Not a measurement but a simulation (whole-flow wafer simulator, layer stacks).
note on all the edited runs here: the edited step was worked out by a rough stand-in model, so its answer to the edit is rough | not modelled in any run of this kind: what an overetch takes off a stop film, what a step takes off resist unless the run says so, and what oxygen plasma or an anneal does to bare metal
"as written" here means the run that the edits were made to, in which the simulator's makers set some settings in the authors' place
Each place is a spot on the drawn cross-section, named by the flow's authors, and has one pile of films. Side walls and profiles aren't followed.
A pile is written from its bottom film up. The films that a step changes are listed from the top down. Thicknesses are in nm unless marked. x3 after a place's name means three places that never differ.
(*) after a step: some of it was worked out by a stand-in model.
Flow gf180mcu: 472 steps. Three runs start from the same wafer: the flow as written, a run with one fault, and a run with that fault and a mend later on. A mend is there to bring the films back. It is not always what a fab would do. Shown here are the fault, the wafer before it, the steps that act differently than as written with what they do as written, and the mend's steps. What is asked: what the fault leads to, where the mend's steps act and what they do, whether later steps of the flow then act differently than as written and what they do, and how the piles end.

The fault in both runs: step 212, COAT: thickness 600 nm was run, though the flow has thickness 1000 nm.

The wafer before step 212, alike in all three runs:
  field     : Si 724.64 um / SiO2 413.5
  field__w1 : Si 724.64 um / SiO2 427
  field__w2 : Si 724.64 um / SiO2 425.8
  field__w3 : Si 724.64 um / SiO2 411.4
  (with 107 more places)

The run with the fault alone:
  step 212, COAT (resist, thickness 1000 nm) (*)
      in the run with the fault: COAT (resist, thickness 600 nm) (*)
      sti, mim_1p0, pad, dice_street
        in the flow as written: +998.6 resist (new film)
        in the run with the fault: +599.9 resist (new film)
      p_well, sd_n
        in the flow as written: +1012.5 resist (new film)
        in the run with the fault: +613.7 resist (new film)
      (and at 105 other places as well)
  Later steps of the flow acting differently than as written (3 more steps, not shown, differ only slightly: by at most 2% or 0.5 nm, whichever is larger):
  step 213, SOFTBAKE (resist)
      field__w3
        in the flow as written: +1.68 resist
        in the run with the fault: -0.31 resist
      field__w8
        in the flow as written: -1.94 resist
        in the run with the fault: +2.43 resist
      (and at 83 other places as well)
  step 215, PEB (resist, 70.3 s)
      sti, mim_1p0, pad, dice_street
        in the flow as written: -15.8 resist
        in the run with the fault: -8.42 resist
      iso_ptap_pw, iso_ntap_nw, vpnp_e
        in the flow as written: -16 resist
        in the run with the fault: -8.52 resist
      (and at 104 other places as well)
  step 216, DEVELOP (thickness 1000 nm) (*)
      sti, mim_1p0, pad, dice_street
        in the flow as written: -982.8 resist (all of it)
        in the run with the fault: -591.4 resist (all of it)
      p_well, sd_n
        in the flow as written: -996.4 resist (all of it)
        in the run with the fault: -605.1 resist (all of it)
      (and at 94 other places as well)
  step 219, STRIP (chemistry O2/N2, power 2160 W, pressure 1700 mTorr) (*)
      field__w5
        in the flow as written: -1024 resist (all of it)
        in the run with the fault: -621.7 resist (all of it)
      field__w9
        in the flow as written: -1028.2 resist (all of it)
        in the run with the fault: -641.8 resist (all of it)
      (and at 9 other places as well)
  The piles end the same as the flow's at every place that both follow.

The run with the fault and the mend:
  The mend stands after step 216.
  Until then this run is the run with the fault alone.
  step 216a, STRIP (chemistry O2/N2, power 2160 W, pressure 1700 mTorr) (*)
      field__w5
        -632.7 resist (all of it)
      field__w9
        -652.8 resist (all of it)
      field__w13
        -657.8 resist (all of it)
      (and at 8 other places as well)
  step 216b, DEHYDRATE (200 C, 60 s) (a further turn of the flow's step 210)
      does not change any film at any place that is followed
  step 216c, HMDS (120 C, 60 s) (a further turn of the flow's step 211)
      does not change any film at any place that is followed
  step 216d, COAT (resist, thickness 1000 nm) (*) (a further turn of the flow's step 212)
      sti, mim_1p0, pad, dice_street
        +998.6 resist (new film)
      field__w1, ldp_out
        +1028.5 resist (new film)
      field_sub__w5, ldn_dft
        +1045.2 resist (new film)
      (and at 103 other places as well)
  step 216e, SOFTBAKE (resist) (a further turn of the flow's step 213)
      ld_gate_n, polyc_n
        -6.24 resist
      nw_enc_fld, ldp_sep__w2
        +4.4 resist
      field
        -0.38 resist
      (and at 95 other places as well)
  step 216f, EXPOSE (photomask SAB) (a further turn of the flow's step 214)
      does not change any film at any place that is followed
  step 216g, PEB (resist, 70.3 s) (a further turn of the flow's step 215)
      field__w1, nw_enc_fld, sti_nw and 8 more
        -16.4 resist
      field__w2, field__w5, field_sub__w3 and 6 more
        -16.9 resist
      field__w9, sd_p, nplus_u, nw_enc_fld_lv, ldn_src, ldn_drn, ldp_src, ldp_drn
        -17 resist
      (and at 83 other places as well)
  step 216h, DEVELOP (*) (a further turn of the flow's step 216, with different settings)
      sti, mim_1p0, pad, dice_street
        -982.8 resist (all of it)
      field, nw_sep_fld
        -1007.3 resist (all of it)
      field__w3, field__w12
        -1049.4 resist (all of it)
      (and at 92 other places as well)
  Every later step of the flow that is run acts as written at every place that is followed.
  The piles end the same as the flow's at every place that both follow.
